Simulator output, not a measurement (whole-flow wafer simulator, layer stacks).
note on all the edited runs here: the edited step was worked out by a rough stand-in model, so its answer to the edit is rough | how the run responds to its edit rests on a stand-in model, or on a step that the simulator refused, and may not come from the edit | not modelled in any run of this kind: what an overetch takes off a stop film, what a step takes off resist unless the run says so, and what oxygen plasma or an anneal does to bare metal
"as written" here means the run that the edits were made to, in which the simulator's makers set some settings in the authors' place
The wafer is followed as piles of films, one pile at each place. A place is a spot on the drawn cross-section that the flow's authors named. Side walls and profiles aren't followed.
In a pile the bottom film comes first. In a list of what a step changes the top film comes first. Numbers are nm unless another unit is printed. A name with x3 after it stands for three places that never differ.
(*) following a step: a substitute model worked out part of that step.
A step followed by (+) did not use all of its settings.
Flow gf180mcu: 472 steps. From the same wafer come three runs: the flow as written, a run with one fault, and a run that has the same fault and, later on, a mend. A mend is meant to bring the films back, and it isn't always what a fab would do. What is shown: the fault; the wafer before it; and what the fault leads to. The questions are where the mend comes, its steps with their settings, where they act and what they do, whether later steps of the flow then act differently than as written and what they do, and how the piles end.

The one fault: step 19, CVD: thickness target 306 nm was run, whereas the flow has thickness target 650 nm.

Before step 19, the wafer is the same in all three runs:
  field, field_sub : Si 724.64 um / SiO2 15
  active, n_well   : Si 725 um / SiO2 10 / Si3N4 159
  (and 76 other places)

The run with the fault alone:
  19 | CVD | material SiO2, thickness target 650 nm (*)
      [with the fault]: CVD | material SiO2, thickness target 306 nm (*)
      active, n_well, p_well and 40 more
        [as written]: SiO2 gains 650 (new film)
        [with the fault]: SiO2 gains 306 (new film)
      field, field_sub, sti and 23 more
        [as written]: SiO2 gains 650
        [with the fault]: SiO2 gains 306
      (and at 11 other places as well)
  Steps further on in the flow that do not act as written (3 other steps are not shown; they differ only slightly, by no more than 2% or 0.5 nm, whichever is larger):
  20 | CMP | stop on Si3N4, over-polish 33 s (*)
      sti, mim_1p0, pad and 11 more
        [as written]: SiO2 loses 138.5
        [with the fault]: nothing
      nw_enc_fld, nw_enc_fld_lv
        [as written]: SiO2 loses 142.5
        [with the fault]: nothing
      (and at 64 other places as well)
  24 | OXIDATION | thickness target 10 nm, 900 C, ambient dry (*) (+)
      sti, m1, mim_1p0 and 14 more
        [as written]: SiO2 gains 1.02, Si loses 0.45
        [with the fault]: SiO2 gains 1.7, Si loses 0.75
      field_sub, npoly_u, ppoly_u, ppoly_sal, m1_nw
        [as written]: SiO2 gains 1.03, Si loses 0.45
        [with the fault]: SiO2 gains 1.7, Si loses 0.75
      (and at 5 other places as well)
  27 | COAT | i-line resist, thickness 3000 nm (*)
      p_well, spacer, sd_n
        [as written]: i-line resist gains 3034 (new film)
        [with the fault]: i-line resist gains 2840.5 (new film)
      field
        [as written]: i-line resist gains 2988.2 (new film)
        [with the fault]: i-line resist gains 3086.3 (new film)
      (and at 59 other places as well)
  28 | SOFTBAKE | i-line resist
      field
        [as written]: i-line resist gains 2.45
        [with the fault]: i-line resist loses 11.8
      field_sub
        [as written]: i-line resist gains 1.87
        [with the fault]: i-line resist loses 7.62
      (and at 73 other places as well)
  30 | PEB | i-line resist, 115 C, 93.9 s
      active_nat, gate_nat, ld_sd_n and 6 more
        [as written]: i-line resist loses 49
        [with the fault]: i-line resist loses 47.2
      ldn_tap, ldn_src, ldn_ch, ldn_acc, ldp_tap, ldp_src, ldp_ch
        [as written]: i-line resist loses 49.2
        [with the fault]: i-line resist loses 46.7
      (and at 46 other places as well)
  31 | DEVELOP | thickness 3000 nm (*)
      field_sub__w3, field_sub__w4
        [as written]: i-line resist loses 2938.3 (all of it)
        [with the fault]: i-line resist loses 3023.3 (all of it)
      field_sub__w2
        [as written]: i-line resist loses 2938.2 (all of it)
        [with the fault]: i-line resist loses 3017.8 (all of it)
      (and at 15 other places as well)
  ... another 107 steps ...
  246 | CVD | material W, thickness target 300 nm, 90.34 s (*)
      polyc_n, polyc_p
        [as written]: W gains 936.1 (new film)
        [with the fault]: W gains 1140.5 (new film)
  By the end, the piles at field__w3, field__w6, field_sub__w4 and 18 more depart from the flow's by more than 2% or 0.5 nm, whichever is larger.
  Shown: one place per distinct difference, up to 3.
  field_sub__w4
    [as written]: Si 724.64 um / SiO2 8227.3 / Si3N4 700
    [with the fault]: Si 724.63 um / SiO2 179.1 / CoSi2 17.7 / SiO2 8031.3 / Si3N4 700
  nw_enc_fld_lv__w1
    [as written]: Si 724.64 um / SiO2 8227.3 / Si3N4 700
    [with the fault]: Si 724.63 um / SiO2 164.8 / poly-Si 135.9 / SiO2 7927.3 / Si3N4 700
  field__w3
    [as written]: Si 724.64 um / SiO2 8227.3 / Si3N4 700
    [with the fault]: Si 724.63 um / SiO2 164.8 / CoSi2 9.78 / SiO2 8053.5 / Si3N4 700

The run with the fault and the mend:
  The mend stands after step 19.
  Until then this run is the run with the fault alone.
  19a | CVD | material SiO2, thickness target 344 nm (*) (a further turn of the flow's step 19, with different settings)
      field, field_sub, active and 76 more
        SiO2 gains 344
      m1
        SiO2 gains 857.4
  Later steps of the flow that are run all act as written at every place that is followed, up to a difference of at most 2% or 0.5 nm, whichever is larger.
  The piles end only slightly different from the flow's at the places that both follow, by no more than 2% or 0.5 nm, whichever is larger.
